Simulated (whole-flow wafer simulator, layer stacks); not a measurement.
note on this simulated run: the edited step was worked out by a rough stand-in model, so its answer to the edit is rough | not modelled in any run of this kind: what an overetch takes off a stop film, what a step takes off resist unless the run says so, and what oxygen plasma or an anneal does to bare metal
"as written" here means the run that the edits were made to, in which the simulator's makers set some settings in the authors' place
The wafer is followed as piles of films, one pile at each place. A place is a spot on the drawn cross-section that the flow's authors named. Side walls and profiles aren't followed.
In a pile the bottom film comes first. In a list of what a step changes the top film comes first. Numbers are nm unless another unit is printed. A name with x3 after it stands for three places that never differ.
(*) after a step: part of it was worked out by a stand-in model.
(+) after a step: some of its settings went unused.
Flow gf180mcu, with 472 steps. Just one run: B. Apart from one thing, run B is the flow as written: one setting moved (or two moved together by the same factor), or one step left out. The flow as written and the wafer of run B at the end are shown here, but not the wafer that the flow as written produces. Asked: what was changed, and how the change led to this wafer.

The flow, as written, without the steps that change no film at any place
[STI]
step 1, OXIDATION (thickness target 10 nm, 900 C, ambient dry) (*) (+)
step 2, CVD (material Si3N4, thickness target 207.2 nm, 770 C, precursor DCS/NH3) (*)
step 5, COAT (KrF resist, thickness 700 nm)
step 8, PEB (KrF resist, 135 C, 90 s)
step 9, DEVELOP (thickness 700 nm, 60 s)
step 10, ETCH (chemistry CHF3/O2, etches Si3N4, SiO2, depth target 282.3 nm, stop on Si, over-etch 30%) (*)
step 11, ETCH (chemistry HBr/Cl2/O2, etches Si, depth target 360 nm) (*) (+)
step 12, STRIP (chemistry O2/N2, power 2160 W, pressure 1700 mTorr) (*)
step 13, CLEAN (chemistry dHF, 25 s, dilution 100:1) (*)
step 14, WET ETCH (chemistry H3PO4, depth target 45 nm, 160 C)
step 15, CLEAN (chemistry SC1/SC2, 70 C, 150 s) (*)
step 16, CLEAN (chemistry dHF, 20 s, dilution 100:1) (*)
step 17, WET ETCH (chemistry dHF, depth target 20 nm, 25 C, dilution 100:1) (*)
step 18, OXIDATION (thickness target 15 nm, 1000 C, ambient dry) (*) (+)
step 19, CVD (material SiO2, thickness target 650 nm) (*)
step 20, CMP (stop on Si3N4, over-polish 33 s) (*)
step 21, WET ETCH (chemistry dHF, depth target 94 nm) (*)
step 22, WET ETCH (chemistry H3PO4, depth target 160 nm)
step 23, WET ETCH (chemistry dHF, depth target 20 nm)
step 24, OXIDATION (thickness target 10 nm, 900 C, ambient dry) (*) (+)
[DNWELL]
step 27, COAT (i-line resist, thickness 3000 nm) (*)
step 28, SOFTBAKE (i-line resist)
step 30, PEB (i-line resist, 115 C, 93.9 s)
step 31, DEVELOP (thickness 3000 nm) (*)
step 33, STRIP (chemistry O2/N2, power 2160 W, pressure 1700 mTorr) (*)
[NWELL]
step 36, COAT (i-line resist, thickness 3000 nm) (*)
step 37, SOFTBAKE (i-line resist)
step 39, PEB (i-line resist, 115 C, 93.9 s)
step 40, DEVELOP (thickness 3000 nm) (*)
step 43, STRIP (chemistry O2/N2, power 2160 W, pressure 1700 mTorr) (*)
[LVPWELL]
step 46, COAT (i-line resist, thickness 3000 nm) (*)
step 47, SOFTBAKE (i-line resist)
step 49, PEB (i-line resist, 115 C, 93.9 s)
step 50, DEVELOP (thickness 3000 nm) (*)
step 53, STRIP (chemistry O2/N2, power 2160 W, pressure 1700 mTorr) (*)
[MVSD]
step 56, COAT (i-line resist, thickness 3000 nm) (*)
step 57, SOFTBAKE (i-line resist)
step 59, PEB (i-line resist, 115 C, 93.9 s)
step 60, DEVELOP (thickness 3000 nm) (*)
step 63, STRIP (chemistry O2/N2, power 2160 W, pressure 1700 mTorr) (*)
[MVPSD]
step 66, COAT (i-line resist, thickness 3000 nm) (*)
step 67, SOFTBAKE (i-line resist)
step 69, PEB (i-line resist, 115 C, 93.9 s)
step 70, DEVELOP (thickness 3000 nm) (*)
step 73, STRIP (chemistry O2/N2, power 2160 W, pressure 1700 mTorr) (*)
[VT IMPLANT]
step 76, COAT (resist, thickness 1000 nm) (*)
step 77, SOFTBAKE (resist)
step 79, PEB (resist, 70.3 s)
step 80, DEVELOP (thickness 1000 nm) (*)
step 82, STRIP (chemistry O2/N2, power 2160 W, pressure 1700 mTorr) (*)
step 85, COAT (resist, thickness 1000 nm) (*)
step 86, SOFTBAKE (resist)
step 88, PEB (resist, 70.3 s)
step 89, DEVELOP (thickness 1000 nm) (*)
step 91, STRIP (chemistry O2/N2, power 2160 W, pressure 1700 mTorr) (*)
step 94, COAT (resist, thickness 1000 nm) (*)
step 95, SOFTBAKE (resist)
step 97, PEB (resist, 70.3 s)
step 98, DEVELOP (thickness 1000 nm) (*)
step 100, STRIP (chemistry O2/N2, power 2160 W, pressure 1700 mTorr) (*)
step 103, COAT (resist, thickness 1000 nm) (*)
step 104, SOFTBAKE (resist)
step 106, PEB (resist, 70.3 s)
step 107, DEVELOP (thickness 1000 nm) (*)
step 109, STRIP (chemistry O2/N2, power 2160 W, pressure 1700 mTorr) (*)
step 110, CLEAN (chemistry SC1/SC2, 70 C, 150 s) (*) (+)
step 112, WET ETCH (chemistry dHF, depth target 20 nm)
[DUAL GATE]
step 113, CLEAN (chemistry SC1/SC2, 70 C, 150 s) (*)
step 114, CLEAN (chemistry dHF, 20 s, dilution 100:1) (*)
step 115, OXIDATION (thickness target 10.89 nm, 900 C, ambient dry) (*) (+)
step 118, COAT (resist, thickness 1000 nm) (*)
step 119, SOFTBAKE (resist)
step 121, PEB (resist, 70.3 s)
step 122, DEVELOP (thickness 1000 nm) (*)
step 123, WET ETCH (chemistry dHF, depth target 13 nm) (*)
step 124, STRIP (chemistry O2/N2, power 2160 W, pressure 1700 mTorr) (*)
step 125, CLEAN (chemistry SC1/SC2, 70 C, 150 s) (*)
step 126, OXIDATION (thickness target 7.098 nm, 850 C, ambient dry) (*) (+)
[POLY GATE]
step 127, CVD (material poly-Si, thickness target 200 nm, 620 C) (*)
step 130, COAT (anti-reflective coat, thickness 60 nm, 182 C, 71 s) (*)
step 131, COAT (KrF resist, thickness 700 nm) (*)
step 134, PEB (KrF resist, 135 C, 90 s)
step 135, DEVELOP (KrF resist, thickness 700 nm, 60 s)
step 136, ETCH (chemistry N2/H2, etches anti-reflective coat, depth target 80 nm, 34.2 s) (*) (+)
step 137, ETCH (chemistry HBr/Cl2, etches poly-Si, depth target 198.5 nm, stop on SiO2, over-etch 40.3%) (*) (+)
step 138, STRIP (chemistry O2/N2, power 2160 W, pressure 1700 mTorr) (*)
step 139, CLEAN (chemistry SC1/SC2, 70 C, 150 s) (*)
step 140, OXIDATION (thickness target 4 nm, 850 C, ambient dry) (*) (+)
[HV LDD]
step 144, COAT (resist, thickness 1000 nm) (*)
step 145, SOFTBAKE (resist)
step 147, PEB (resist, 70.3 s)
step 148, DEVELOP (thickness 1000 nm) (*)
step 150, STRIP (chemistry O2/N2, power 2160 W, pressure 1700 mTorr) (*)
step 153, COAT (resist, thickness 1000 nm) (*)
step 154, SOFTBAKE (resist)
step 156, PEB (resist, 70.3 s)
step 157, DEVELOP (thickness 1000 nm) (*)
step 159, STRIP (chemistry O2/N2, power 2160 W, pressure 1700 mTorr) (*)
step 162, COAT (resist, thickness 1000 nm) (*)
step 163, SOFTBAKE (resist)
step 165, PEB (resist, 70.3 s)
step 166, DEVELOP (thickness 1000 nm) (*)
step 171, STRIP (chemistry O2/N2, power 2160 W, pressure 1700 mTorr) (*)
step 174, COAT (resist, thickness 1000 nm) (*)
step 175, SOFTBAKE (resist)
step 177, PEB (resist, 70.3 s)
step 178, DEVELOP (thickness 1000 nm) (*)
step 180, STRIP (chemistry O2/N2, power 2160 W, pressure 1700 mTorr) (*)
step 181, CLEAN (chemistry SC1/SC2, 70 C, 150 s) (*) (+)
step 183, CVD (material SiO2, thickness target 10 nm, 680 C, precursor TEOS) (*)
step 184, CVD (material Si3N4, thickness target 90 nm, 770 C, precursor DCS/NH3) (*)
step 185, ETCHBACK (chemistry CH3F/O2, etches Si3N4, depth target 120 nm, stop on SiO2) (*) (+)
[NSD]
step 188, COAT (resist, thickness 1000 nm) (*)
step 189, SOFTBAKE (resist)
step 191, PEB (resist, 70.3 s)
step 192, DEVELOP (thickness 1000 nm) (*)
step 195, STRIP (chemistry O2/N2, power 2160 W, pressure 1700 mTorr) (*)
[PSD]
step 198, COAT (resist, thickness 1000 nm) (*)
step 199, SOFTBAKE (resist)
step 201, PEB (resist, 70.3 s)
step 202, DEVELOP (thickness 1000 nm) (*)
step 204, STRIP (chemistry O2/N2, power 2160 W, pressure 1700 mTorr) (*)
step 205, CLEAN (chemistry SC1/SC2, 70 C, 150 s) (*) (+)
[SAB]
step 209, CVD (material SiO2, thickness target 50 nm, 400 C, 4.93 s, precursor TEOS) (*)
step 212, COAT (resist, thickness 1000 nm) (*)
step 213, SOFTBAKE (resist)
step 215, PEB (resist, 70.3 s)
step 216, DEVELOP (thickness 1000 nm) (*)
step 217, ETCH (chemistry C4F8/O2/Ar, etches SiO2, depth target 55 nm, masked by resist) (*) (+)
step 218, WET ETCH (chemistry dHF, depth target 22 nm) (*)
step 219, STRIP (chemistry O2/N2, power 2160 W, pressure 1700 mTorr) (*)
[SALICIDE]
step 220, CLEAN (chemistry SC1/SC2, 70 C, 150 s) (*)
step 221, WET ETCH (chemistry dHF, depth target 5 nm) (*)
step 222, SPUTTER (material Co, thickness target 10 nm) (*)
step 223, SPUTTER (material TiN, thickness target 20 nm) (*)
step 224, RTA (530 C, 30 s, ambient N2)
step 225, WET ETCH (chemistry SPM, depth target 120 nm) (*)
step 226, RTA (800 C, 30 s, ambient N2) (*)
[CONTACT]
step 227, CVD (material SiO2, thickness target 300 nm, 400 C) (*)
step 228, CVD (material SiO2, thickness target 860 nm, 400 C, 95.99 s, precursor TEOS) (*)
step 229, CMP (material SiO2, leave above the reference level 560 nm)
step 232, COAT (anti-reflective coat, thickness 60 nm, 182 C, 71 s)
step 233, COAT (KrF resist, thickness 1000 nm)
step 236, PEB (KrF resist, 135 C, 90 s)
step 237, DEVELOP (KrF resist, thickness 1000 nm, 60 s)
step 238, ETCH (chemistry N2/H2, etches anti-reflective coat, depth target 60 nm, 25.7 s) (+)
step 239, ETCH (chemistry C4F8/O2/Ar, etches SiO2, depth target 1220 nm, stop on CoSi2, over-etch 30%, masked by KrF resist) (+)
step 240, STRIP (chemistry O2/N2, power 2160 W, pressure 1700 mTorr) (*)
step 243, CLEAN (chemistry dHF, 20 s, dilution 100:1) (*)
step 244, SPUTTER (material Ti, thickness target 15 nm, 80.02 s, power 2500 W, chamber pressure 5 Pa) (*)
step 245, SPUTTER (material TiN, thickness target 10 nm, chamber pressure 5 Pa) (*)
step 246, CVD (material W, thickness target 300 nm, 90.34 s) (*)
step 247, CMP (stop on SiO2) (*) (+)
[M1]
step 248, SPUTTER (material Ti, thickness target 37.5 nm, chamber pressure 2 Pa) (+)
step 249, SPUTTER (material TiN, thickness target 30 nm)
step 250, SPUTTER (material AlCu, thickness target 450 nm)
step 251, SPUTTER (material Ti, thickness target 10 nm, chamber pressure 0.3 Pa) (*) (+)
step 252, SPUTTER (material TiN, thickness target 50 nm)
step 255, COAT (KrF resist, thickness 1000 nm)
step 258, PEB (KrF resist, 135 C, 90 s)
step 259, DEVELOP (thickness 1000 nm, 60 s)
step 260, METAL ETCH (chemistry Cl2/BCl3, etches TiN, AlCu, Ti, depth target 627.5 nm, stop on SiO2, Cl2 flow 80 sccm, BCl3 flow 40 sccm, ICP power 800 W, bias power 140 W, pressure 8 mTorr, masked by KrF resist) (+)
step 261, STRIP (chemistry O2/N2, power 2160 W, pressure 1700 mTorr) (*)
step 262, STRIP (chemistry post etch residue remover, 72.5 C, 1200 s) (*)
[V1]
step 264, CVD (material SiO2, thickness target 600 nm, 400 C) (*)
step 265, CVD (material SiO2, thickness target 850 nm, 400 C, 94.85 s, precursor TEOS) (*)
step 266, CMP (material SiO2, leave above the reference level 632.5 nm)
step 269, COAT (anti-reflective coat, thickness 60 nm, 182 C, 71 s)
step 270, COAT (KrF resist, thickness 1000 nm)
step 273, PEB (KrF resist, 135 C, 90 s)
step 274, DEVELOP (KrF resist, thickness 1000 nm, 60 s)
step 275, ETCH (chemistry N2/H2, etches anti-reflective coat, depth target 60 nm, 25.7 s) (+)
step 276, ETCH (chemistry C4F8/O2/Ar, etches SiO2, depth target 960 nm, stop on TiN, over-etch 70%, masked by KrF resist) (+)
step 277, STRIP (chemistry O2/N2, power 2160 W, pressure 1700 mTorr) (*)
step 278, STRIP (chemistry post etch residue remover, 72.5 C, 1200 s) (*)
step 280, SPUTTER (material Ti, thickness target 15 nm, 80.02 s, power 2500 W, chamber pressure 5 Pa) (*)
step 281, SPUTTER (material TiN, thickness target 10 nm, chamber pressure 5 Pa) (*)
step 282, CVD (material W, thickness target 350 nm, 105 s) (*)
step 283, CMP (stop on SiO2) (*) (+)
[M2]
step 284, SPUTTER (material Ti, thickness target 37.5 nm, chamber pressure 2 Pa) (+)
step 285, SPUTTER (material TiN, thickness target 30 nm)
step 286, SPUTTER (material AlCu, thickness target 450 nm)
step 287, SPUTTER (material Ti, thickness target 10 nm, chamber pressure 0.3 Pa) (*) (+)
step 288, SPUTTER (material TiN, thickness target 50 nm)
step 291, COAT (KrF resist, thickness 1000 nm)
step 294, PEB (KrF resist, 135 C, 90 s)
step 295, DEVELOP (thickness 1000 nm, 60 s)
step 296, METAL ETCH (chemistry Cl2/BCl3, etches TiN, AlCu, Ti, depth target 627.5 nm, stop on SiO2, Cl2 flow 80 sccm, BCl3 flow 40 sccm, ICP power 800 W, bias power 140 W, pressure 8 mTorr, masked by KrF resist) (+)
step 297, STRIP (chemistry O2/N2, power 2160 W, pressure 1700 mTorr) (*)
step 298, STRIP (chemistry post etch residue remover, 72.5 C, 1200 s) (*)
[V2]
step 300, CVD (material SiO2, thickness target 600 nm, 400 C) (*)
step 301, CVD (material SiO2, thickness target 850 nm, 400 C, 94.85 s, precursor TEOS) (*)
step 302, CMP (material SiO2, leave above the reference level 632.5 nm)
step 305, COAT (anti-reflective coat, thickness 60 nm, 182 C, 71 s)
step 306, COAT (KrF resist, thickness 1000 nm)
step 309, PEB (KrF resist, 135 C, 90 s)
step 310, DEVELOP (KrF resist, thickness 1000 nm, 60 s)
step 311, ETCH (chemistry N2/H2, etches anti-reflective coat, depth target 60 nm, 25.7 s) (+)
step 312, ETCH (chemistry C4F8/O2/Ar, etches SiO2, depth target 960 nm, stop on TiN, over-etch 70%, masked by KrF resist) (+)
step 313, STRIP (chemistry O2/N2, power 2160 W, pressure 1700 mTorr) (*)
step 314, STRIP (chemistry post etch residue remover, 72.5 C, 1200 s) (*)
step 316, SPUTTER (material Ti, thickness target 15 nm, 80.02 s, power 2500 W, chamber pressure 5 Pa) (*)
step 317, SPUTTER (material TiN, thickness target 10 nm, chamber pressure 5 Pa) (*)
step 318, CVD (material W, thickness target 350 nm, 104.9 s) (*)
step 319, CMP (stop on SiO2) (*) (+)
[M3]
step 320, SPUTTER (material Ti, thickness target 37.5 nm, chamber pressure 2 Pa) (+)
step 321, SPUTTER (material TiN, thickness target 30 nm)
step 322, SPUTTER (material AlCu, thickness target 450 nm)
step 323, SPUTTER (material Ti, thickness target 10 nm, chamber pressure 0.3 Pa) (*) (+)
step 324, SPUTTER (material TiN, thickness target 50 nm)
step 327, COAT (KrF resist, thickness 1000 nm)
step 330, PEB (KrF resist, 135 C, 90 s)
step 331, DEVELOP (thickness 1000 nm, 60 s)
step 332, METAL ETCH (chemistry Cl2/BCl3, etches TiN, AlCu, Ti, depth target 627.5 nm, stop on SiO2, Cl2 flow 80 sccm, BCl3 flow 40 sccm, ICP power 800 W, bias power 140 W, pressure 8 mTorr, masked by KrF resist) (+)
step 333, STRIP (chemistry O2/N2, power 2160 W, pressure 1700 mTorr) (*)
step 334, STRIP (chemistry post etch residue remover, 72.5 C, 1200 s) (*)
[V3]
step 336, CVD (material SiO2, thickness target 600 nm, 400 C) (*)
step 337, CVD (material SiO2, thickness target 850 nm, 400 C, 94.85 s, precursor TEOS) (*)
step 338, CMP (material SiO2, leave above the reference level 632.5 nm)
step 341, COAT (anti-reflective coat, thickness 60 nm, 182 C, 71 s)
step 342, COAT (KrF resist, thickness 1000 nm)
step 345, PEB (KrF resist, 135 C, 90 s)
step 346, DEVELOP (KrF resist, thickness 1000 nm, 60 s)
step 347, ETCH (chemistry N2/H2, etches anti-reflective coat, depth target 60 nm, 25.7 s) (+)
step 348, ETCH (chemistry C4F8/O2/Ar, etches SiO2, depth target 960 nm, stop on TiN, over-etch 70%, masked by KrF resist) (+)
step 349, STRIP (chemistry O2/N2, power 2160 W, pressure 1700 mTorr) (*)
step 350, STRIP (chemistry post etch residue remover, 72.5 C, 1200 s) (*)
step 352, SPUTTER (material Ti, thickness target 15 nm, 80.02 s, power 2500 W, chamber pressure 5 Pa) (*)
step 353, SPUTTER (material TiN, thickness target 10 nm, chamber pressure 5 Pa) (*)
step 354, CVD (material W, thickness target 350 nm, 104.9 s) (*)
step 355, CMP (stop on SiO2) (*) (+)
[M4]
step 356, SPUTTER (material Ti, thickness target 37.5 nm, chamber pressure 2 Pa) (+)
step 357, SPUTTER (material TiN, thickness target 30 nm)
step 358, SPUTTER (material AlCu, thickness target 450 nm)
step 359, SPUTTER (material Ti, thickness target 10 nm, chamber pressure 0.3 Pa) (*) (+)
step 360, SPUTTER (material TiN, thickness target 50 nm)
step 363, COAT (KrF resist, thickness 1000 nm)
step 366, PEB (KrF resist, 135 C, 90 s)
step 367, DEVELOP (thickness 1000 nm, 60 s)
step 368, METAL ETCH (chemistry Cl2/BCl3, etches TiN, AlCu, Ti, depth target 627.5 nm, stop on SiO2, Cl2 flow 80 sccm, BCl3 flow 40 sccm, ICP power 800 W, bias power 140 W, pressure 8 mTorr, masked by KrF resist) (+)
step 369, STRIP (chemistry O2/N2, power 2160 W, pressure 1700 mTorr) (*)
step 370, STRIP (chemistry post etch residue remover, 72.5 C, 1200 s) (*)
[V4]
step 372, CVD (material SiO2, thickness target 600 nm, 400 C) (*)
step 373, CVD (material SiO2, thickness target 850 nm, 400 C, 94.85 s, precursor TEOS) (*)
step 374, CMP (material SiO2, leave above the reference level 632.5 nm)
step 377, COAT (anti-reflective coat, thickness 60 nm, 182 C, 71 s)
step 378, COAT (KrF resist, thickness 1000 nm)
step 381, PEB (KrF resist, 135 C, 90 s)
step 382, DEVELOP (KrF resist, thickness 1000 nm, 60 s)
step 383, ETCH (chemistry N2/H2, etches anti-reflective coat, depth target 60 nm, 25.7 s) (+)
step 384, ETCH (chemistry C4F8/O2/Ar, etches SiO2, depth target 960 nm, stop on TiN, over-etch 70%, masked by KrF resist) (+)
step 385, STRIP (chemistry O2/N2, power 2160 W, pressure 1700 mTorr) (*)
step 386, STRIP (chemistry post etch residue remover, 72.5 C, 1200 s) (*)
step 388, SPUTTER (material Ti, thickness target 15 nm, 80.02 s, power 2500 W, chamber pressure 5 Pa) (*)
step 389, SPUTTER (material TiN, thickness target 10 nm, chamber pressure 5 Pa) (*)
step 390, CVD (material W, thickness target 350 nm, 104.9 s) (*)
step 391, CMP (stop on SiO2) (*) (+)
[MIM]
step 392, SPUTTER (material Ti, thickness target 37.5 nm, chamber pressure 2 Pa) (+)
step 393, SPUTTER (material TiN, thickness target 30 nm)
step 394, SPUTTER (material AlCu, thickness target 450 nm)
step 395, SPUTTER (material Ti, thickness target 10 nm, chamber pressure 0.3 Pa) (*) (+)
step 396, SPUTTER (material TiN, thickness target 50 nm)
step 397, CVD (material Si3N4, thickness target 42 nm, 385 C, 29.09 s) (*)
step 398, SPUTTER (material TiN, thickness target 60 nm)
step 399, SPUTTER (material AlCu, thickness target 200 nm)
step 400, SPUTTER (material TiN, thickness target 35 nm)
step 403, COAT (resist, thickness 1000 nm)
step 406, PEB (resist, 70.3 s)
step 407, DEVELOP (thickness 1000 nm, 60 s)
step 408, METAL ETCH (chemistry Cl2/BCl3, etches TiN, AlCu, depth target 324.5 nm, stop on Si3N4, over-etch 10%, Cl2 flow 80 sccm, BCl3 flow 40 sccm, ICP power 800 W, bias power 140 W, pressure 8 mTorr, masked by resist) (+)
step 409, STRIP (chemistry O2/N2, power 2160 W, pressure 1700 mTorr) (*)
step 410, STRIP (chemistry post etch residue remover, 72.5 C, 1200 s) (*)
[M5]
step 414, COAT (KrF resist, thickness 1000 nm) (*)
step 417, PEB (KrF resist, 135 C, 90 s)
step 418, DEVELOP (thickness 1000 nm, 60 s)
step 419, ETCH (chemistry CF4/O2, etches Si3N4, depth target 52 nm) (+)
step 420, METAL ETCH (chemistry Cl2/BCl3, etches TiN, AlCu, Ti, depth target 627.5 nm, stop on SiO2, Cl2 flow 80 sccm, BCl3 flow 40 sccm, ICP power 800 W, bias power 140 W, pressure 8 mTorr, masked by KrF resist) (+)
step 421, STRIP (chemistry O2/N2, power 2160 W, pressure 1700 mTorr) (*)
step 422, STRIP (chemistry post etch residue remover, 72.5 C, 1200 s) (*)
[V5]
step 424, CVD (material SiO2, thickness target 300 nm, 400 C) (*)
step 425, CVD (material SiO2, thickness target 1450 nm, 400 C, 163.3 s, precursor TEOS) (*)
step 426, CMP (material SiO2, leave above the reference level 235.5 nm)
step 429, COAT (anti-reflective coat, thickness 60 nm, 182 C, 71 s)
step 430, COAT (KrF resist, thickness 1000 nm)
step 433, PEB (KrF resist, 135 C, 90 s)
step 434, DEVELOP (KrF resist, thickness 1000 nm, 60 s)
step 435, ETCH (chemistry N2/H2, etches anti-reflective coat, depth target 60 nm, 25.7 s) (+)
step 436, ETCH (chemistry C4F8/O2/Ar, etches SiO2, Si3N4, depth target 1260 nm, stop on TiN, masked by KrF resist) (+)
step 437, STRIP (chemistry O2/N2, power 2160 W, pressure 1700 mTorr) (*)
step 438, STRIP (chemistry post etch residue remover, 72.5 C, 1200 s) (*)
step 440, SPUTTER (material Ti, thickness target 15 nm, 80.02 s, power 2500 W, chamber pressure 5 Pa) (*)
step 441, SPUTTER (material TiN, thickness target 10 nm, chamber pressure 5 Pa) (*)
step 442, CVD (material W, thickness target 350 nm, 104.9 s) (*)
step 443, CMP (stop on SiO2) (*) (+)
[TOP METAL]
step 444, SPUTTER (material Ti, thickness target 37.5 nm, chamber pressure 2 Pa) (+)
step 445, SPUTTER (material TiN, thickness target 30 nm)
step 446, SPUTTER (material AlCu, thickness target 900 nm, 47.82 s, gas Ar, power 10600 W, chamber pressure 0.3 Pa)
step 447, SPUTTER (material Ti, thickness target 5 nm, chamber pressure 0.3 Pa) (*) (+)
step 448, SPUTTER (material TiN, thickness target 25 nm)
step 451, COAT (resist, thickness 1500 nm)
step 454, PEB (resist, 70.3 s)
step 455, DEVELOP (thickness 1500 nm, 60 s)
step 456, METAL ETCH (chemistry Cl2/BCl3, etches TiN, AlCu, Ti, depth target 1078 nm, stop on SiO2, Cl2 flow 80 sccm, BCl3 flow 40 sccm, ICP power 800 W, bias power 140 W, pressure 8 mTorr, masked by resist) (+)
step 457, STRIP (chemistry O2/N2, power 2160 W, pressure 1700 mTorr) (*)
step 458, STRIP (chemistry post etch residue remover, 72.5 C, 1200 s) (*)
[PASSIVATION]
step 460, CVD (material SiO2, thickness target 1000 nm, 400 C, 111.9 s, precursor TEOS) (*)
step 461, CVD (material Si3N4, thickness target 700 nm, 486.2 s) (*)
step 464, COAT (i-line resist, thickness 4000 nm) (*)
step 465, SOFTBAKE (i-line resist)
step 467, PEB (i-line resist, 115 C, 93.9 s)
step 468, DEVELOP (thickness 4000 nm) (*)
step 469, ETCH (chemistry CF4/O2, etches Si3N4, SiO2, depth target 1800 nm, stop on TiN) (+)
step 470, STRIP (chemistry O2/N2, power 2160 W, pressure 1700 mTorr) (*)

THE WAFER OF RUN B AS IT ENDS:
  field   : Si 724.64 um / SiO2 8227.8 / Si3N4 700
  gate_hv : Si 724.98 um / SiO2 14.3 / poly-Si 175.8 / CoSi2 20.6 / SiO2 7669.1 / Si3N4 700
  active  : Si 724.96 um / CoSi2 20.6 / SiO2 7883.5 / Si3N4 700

The reason: step 222, SPUTTER: thickness target 5.9 nm was run, whereas the flow has thickness target 10 nm.

The path from the change to this, step by step:
  step 222, SPUTTER (material Co, thickness target 10 nm) (*)
      field, field__w7, field__w8 and 71 more: +5.9 Co (new film) (as written it would have been: +10 Co (new film))
      field__w6, field_sub, field_sub__w2: +5.87 Co (new film) (as written it would have been: +9.95 Co (new film))
      (also at 34 further places)
  step 224, RTA (530 C, 30 s, ambient N2)
      gate, gate_hv, gate_p and 22 more: under 1 film: +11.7 CoSi (new film), -5.9 Co (all of it), -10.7 poly-Si (as written it would have been: under 1 film: +19.9 CoSi (new film), -10 Co (all of it), -18.2 poly-Si)
      active, p_well, sd_n and 11 more: under 1 film: +11.7 CoSi (new film), -5.9 Co (all of it), -10.7 Si (as written it would have been: under 1 film: +19.9 CoSi (new film), -10 Co (all of it), -18.1 Si)
      (also at 10 further places)
  step 225, WET ETCH (chemistry SPM, depth target 120 nm) (*)
      field, field__w7, field__w8 and 32 more: -20 TiN (all of it), -5.9 Co (all of it) (as written it would have been: -20 TiN (all of it), -10 Co (all of it))
      field_sub, field_sub__w2: -19.9 TiN (all of it), -5.87 Co (all of it) (as written it would have been: -19.9 TiN (all of it), -9.95 Co (all of it))
      (also at 25 further places)
  step 226, RTA (800 C, 30 s, ambient N2) (*)
      gate, gate_hv, gate_p and 22 more: +20.6 CoSi2 (new film), -11.7 CoSi (all of it), -10.7 poly-Si (as written it would have been: +35 CoSi2 (new film), -19.9 CoSi (all of it), -18.2 poly-Si)
      active, p_well, sd_n and 11 more: +20.6 CoSi2 (new film), -11.7 CoSi (all of it), -10.7 Si (as written it would have been: +35 CoSi2 (new film), -19.9 CoSi (all of it), -18.1 Si)
      (also at 10 further places)
